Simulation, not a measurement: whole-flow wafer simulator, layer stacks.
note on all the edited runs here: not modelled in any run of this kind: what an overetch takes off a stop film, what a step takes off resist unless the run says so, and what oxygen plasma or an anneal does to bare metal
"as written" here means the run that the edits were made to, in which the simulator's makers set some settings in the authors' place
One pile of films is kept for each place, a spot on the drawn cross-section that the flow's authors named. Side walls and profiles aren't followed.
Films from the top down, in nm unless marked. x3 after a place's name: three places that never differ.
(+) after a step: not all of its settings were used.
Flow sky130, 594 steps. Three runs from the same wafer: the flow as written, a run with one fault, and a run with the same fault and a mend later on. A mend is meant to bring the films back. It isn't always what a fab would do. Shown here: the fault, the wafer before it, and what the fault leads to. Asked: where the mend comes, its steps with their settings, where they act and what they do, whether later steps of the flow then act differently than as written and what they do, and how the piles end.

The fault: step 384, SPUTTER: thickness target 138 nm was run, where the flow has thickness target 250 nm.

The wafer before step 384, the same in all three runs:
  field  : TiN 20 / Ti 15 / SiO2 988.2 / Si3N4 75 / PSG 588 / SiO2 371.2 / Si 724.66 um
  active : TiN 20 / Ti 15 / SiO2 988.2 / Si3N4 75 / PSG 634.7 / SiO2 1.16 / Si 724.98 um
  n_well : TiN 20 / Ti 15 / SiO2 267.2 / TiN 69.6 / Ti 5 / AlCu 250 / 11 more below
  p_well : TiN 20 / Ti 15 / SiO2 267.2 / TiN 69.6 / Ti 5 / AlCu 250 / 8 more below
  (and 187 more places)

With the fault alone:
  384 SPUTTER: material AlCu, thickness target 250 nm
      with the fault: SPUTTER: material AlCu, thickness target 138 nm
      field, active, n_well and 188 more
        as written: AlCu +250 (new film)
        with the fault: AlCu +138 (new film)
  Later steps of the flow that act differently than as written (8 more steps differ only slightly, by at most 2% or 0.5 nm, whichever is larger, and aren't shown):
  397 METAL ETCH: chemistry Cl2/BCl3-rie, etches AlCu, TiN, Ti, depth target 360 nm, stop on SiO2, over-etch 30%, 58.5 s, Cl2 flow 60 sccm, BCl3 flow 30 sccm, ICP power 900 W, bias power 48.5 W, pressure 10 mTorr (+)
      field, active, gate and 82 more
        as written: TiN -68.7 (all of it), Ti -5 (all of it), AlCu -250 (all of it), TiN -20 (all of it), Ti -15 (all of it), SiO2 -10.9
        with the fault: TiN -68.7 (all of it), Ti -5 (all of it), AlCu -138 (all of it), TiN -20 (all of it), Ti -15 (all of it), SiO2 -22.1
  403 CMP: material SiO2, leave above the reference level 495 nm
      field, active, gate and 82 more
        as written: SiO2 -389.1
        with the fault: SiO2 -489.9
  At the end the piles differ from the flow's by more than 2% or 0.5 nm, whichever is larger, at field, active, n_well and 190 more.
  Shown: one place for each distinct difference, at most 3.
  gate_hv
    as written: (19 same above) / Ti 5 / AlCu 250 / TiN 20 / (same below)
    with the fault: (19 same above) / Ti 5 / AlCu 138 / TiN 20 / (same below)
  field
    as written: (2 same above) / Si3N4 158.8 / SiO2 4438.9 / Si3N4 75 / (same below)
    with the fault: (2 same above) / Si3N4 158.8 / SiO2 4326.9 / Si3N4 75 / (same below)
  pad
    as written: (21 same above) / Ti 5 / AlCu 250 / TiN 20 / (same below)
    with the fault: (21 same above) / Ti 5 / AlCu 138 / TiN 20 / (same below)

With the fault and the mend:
  The mend comes after step 384.
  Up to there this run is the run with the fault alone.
  384a SPUTTER: material AlCu, thickness target 112 nm (the flow's step 384 once more, with other settings)
      field, active, n_well and 188 more
        AlCu +112
  No later step of the flow acts differently than as written at any place that is followed.
  At the end the piles are the same as the flow's at every place that both follow.
